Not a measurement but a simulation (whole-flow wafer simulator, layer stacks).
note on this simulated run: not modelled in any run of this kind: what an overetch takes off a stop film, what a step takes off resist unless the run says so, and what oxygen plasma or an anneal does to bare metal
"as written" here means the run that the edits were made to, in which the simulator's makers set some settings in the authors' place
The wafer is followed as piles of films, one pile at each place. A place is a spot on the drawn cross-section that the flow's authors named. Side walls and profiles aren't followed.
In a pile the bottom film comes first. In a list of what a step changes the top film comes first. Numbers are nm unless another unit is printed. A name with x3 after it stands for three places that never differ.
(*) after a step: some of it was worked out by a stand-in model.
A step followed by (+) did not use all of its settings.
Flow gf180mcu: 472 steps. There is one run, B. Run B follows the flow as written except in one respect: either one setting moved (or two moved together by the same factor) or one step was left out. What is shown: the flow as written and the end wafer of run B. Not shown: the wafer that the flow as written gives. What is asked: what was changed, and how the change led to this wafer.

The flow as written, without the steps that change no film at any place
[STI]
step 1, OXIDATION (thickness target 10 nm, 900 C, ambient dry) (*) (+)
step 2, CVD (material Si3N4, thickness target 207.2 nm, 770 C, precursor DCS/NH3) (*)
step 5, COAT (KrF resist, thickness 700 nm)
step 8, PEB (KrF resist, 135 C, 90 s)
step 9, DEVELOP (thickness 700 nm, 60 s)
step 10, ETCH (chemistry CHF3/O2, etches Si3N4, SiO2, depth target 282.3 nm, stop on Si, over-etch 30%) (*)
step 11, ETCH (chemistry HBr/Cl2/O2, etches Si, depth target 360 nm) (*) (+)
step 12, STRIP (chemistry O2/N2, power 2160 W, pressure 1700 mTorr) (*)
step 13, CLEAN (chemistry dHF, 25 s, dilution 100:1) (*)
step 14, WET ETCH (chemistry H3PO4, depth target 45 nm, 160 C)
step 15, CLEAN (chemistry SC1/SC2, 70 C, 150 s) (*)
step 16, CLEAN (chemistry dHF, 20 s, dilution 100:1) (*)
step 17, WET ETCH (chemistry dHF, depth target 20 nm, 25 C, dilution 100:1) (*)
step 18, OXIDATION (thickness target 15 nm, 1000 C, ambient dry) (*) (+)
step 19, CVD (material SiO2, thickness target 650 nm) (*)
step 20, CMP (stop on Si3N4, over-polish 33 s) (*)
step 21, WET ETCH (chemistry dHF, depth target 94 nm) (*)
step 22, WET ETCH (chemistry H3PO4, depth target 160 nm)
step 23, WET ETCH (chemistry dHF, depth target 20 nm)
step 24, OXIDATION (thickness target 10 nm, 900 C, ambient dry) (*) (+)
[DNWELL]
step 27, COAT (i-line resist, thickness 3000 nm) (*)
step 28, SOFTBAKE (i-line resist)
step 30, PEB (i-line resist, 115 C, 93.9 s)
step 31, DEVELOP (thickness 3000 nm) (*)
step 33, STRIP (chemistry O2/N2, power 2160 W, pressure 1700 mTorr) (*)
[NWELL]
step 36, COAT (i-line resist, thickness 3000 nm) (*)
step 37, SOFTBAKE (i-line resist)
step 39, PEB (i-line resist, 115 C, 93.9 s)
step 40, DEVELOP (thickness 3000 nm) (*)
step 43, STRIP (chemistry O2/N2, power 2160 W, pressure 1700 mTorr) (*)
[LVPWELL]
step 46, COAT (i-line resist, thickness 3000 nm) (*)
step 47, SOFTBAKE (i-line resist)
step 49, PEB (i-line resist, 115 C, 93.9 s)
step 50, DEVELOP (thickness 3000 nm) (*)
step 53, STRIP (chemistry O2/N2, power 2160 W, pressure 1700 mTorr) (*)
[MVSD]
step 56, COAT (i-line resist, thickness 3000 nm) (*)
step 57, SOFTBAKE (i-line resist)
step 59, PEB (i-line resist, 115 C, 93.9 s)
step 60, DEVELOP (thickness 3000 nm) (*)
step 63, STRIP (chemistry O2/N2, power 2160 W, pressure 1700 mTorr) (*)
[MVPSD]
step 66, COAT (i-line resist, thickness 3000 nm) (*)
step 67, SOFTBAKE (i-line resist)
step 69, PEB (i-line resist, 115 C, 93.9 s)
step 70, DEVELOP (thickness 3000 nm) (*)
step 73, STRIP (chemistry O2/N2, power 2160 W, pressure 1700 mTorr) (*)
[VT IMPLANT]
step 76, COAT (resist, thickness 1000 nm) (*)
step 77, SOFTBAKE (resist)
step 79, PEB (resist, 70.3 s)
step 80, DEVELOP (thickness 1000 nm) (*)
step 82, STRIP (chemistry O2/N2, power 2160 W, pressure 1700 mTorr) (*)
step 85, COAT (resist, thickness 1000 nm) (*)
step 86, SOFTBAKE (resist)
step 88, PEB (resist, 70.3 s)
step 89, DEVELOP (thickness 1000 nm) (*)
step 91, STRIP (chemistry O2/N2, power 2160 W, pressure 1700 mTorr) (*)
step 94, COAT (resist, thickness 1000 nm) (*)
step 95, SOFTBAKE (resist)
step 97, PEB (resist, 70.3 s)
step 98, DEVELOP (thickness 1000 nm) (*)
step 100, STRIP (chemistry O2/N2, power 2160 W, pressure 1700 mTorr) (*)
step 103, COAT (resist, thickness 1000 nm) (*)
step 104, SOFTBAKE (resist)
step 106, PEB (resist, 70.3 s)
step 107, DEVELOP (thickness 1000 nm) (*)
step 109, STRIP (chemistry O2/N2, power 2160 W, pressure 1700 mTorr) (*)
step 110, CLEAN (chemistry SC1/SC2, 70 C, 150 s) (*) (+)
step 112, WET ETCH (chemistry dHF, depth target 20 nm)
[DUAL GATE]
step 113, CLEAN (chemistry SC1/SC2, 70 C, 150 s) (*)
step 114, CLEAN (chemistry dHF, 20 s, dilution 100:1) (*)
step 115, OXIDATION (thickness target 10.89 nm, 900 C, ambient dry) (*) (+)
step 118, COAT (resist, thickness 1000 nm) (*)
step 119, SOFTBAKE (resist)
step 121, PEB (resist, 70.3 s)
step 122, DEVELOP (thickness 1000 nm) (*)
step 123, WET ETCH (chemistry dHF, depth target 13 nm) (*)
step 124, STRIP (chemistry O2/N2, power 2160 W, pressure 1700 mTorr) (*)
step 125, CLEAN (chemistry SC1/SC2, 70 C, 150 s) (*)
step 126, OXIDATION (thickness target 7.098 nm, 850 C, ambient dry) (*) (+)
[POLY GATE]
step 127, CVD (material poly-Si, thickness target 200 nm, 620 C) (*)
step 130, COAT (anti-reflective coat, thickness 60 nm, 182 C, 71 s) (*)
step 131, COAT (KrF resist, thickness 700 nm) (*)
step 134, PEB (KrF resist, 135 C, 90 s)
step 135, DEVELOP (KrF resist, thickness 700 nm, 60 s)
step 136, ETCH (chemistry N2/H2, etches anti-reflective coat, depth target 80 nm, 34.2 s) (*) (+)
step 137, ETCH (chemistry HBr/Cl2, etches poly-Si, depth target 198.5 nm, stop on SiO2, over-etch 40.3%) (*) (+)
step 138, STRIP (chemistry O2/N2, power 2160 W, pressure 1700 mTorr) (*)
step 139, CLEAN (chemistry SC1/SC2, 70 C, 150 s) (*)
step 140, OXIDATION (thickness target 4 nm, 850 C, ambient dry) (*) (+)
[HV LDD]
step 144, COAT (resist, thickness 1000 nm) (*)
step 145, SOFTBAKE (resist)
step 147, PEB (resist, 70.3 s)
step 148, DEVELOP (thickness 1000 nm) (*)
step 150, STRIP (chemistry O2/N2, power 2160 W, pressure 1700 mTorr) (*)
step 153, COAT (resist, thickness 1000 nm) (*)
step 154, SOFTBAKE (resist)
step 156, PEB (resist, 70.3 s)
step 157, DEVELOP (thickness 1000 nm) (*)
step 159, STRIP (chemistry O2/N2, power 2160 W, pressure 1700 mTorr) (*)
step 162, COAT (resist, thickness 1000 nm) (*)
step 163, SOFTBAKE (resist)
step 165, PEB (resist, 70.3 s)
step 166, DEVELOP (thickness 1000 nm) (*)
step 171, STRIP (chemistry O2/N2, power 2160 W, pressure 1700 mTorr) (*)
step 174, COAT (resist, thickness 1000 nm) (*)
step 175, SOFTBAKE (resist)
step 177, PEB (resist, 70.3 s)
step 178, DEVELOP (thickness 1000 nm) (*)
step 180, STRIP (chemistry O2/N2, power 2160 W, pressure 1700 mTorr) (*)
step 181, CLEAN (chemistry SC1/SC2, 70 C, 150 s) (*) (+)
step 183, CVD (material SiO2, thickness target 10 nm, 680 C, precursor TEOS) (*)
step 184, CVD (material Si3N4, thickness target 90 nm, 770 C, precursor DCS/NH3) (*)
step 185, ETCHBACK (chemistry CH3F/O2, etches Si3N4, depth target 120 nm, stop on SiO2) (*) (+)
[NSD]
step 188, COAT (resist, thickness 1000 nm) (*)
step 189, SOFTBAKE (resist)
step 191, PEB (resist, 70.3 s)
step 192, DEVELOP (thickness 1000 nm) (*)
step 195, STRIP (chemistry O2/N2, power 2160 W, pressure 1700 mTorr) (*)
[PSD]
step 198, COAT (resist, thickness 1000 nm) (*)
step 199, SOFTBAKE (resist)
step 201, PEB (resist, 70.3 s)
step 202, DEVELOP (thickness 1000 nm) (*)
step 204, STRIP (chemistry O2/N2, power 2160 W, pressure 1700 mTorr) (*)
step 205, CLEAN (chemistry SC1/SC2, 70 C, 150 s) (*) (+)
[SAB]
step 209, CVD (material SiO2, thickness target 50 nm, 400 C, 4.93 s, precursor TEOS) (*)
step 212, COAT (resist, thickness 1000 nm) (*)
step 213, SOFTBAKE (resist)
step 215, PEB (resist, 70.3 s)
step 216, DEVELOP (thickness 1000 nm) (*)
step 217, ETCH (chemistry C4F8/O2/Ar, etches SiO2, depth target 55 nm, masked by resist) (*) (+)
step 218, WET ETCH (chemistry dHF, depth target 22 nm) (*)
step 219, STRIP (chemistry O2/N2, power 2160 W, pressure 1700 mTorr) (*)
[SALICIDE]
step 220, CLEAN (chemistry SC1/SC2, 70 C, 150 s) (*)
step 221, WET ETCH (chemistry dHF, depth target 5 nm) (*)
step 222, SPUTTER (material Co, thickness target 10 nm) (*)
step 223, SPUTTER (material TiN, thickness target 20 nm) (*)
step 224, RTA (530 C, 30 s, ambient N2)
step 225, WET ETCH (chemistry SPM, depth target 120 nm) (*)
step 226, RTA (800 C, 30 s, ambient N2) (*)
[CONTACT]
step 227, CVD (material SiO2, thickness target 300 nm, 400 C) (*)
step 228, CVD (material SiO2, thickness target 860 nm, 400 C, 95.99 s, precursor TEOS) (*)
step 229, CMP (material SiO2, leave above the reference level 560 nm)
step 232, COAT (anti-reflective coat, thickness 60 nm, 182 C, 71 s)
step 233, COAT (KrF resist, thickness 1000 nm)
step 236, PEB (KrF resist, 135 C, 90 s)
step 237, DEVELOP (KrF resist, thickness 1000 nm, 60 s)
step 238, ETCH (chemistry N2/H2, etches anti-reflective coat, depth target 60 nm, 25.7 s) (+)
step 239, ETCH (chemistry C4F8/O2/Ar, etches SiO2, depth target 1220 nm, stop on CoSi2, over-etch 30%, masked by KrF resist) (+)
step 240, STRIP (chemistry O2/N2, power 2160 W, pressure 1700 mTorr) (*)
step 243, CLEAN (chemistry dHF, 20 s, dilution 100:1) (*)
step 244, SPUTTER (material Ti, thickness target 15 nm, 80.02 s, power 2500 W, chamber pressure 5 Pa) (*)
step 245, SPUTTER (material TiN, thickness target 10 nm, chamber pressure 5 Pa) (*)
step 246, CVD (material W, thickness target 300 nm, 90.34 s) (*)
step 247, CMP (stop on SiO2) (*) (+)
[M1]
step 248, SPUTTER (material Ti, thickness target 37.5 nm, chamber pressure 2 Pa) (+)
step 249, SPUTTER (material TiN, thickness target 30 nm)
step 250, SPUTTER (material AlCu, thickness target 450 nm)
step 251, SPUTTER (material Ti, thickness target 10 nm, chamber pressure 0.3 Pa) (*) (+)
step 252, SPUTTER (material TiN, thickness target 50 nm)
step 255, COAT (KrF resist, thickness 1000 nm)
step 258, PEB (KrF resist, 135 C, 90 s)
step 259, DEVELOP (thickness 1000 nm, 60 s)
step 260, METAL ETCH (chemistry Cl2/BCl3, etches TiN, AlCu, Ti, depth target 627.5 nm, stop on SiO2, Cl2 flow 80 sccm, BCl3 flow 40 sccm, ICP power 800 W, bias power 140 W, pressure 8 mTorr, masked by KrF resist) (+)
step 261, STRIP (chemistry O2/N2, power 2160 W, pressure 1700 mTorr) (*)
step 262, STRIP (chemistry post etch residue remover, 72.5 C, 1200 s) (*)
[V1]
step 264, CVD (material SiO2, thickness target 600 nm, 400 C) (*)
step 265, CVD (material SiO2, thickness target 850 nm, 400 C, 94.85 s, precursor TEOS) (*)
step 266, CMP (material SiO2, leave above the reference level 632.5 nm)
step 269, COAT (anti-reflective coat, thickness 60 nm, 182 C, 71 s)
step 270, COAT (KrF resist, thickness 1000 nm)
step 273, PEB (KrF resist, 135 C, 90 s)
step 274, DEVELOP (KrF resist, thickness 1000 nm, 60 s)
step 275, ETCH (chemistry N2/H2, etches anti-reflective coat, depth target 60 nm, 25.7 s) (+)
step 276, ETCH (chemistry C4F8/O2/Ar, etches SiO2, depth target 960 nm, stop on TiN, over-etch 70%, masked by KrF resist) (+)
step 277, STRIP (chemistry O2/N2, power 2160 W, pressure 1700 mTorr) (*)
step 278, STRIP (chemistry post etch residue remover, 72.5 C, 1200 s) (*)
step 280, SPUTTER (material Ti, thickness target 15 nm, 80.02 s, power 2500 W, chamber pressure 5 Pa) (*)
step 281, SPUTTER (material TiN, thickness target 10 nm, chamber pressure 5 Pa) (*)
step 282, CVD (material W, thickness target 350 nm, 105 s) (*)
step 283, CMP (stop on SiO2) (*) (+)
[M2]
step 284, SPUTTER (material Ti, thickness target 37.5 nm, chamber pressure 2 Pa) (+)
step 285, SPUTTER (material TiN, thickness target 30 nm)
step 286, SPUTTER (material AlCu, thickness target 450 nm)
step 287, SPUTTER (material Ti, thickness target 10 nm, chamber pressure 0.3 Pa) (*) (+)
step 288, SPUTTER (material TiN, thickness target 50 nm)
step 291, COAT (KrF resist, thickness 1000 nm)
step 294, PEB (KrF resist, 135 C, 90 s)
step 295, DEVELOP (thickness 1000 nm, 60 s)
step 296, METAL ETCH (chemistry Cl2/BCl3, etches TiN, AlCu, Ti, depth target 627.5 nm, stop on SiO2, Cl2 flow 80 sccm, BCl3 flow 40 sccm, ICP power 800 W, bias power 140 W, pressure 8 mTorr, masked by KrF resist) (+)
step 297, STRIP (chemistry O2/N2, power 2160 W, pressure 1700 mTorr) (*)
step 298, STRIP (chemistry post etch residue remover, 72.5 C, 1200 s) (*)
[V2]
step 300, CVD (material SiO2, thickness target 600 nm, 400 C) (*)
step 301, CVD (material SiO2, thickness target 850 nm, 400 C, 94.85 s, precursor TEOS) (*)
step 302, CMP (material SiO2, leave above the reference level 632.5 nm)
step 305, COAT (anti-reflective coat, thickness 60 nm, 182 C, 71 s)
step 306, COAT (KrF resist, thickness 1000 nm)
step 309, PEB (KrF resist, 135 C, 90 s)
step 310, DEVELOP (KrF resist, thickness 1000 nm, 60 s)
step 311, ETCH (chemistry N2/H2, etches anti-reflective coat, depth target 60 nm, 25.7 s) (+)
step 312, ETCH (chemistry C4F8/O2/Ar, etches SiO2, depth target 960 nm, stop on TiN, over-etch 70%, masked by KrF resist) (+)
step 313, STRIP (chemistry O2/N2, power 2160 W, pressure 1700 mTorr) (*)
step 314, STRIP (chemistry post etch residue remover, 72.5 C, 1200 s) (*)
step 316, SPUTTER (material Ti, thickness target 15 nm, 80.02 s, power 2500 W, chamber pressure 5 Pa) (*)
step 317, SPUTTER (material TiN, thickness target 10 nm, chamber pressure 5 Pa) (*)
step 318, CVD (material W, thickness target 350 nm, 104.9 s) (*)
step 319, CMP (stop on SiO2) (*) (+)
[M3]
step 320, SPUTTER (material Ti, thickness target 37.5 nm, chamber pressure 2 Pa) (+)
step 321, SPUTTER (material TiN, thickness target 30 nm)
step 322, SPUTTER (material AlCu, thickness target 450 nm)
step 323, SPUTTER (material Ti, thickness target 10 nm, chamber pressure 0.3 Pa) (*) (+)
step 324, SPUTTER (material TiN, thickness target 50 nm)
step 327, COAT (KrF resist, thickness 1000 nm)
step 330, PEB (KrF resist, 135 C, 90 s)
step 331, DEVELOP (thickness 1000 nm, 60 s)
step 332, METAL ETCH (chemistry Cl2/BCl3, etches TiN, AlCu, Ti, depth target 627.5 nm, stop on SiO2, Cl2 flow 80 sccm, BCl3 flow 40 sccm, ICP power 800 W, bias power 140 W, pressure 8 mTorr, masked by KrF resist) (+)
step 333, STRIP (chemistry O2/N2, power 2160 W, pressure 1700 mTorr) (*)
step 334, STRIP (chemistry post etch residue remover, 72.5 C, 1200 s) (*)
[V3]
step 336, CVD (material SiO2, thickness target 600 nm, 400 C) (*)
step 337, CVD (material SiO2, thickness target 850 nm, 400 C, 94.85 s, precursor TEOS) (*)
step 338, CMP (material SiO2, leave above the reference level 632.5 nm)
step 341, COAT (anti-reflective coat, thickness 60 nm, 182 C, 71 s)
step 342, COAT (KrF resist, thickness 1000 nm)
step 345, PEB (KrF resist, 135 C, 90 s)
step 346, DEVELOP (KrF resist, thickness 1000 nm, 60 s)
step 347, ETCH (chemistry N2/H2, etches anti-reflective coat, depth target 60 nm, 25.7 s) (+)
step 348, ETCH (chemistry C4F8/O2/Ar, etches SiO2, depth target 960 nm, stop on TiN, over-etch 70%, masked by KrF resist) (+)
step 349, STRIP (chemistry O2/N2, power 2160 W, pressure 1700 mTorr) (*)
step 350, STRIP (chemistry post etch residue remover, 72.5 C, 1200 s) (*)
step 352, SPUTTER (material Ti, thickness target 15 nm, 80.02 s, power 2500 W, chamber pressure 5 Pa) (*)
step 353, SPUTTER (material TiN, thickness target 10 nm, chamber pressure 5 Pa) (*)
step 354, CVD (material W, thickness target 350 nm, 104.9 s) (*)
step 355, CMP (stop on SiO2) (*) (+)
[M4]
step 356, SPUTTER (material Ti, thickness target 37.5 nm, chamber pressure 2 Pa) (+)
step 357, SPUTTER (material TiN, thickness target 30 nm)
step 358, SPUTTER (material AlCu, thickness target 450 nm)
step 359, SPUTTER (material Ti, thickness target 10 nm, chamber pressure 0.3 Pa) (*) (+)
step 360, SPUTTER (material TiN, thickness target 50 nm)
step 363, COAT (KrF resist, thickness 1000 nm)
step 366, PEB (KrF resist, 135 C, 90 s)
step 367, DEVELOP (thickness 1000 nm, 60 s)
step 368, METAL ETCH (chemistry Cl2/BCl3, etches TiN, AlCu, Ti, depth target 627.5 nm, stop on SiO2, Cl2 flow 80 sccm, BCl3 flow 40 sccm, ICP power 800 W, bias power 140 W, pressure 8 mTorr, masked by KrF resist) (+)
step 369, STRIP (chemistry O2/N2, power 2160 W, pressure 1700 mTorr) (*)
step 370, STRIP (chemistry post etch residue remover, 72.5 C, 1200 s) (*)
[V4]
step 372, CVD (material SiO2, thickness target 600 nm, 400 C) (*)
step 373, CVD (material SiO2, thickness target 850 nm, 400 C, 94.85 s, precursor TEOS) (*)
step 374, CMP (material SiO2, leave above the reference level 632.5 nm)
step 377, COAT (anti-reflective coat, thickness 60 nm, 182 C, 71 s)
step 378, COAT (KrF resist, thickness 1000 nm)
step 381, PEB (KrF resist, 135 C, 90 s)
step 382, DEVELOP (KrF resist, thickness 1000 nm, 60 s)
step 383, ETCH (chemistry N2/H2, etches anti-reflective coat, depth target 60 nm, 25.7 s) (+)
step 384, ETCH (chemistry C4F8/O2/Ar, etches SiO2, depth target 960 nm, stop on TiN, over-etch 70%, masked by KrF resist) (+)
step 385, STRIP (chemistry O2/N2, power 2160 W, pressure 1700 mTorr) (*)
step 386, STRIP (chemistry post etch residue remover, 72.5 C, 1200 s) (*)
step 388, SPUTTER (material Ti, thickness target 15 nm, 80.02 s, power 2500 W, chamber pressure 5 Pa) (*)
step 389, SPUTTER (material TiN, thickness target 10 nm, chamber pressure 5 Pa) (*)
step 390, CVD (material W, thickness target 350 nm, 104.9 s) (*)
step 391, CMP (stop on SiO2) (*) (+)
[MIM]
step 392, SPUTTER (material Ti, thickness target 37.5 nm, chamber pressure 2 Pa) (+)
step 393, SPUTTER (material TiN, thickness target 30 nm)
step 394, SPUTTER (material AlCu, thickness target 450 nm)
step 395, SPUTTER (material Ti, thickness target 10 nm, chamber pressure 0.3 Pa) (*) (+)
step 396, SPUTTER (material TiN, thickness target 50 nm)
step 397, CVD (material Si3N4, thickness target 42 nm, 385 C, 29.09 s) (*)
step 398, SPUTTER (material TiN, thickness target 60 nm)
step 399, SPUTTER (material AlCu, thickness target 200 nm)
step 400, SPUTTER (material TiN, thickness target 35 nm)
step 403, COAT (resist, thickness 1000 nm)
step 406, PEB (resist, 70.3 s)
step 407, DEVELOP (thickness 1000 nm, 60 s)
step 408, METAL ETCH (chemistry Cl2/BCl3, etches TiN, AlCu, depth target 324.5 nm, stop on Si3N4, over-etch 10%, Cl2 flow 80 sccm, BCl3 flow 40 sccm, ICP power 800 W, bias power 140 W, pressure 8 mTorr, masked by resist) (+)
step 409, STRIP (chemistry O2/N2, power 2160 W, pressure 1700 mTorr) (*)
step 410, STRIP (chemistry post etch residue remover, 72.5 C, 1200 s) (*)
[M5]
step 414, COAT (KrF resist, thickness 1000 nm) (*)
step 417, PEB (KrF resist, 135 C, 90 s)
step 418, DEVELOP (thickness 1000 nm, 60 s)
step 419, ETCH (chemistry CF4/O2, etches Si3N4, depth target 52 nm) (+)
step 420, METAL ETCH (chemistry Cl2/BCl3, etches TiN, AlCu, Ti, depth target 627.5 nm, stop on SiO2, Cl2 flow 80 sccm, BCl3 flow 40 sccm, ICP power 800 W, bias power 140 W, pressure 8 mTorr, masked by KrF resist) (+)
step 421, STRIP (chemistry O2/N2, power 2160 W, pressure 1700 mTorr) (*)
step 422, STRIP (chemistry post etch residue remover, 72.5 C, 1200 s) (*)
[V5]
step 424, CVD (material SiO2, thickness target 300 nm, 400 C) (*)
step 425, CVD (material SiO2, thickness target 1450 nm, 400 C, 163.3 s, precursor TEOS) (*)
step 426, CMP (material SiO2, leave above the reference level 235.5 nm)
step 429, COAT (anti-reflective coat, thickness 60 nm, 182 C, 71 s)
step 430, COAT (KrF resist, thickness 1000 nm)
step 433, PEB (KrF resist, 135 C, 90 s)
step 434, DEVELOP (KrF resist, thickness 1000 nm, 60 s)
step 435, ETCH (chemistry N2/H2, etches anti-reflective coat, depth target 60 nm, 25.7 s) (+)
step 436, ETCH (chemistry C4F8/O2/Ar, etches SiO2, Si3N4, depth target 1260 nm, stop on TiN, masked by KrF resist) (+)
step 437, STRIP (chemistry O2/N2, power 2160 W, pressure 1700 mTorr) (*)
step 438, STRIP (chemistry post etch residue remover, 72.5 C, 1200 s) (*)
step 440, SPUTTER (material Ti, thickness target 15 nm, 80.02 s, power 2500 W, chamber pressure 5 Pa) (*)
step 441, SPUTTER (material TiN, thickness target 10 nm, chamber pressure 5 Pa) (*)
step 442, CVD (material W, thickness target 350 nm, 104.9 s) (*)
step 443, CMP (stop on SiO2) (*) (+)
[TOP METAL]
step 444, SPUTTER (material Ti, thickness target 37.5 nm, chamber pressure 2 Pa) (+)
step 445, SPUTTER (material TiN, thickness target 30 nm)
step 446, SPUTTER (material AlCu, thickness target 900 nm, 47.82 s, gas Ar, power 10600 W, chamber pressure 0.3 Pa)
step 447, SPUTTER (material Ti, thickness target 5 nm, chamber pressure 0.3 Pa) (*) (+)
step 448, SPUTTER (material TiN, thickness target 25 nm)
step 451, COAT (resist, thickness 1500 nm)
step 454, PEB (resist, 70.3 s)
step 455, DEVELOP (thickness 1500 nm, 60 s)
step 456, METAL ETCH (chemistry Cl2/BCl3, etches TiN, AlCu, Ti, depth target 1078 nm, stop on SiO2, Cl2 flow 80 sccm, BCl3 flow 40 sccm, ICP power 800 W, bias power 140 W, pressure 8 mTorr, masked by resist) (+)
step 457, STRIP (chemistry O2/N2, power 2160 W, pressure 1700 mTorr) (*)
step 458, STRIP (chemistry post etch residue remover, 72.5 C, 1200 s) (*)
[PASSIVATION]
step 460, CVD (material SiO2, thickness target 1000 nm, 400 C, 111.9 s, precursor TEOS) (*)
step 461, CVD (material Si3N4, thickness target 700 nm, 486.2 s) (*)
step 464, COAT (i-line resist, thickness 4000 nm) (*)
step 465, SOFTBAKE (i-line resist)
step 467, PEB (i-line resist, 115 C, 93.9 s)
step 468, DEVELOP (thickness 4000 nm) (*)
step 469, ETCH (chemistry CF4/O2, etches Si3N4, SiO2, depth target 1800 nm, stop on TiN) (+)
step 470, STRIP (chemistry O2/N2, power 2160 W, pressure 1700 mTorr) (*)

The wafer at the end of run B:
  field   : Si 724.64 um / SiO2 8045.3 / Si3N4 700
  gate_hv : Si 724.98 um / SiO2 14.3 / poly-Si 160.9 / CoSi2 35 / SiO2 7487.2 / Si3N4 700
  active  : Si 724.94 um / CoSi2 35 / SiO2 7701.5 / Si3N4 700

The reason: step 229, CMP: leave above the reference level 378 nm was run, though the flow has leave above the reference level 560 nm.

The path from the change to this, step by step:
  step 229, CMP (material SiO2, leave above the reference level 560 nm)
      gate_hv, gate_nat, ld_gate_n and 11 more: -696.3 SiO2 (it would be, as written: -514.3 SiO2)
      ldn_sep__w1, ldn_sep__w2, ldn_dft and 8 more: -493 SiO2 (it would be, as written: -311 SiO2)
      (and at 86 other places as well)
  step 239, ETCH (chemistry C4F8/O2/Ar, etches SiO2, depth target 1220 nm, stop on CoSi2, over-etch 30%, masked by KrF resist) (+)
      field, field__w1, field__w2 and 105 more: -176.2 KrF resist (it would be, as written: -223.5 KrF resist)
      polyc_n, polyc_p: -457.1 SiO2 (all of it) (it would be, as written: -639.1 SiO2 (all of it))
      (and at 1 other place as well)
  step 240, STRIP (chemistry O2/N2, power 2160 W, pressure 1700 mTorr) (*)
      field, field__w1, field__w2 and 105 more: -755 KrF resist (all of it), -60 anti-reflective coat (all of it) (it would be, as written: -707.7 KrF resist (all of it), -60 anti-reflective coat (all of it))
  step 244, SPUTTER (material Ti, thickness target 15 nm, 80.02 s, power 2500 W, chamber pressure 5 Pa) (*)
      contact: +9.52 Ti (new film) (it would be, as written: +8.55 Ti (new film))
  step 245, SPUTTER (material TiN, thickness target 10 nm, chamber pressure 5 Pa) (*)
      contact: +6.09 TiN (new film) (it would be, as written: +5.48 TiN (new film))
  step 246, CVD (material W, thickness target 300 nm, 90.34 s) (*)
      polyc_n, polyc_p: +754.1 W (new film) (it would be, as written: +936.1 W (new film))
      contact: +983.9 W (new film) (it would be, as written: +1167.5 W (new film))
